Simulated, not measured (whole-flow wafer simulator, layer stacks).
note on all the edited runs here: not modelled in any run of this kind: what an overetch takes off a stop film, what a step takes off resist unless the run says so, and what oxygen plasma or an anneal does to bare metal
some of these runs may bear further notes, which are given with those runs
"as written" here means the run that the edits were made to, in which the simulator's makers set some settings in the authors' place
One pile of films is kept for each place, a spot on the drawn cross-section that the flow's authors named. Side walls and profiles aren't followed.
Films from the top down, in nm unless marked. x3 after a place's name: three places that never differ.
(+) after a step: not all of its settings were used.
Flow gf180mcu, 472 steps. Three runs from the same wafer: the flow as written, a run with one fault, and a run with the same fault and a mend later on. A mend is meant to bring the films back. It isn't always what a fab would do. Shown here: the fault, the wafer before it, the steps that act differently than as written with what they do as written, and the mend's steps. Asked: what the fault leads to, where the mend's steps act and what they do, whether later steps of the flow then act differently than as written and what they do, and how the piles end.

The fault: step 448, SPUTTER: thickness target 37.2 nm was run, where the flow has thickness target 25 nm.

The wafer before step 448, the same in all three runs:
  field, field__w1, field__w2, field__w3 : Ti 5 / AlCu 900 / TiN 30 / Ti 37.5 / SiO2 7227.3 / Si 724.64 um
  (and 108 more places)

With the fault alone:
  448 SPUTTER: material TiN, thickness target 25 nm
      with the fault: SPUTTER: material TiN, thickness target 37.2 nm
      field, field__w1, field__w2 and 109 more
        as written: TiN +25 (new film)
        with the fault: TiN +37.2 (new film)
  Later steps of the flow that act differently than as written (4 more steps differ only slightly, by at most 2% or 0.5 nm, whichever is larger, and aren't shown):
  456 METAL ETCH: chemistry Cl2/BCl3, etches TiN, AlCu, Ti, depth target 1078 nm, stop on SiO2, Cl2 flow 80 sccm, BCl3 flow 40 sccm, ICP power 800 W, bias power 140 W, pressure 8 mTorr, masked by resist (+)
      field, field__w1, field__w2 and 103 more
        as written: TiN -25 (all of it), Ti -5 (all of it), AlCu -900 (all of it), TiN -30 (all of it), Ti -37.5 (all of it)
        with the fault: TiN -37.2 (all of it), Ti -5 (all of it), AlCu -900 (all of it), TiN -30 (all of it), Ti -37.5 (all of it)
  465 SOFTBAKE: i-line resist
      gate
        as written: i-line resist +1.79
        with the fault: i-line resist -0.27
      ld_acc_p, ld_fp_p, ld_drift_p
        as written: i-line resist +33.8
        with the fault: i-line resist +27.4
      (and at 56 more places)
  At the end the piles differ from the flow's by more than 2% or 0.5 nm, whichever is larger, at field__w8, contact, m1, m1__w1, pad, m1_nw.
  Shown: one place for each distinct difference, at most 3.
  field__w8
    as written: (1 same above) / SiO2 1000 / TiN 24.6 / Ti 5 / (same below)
    with the fault: (1 same above) / SiO2 1000 / TiN 36.8 / Ti 5 / (same below)
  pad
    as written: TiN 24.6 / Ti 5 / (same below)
    with the fault: TiN 36.8 / Ti 5 / (same below)

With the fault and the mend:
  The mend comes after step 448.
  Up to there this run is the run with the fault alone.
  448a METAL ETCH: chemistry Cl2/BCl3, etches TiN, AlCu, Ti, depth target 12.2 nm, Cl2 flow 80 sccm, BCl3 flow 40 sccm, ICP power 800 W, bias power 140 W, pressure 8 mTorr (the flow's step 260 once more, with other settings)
      field, field__w1, field__w2 and 109 more
        TiN -12.2
  No later step of the flow acts differently than as written at any place that is followed.
  At the end the piles are the same as the flow's at every place that both follow.
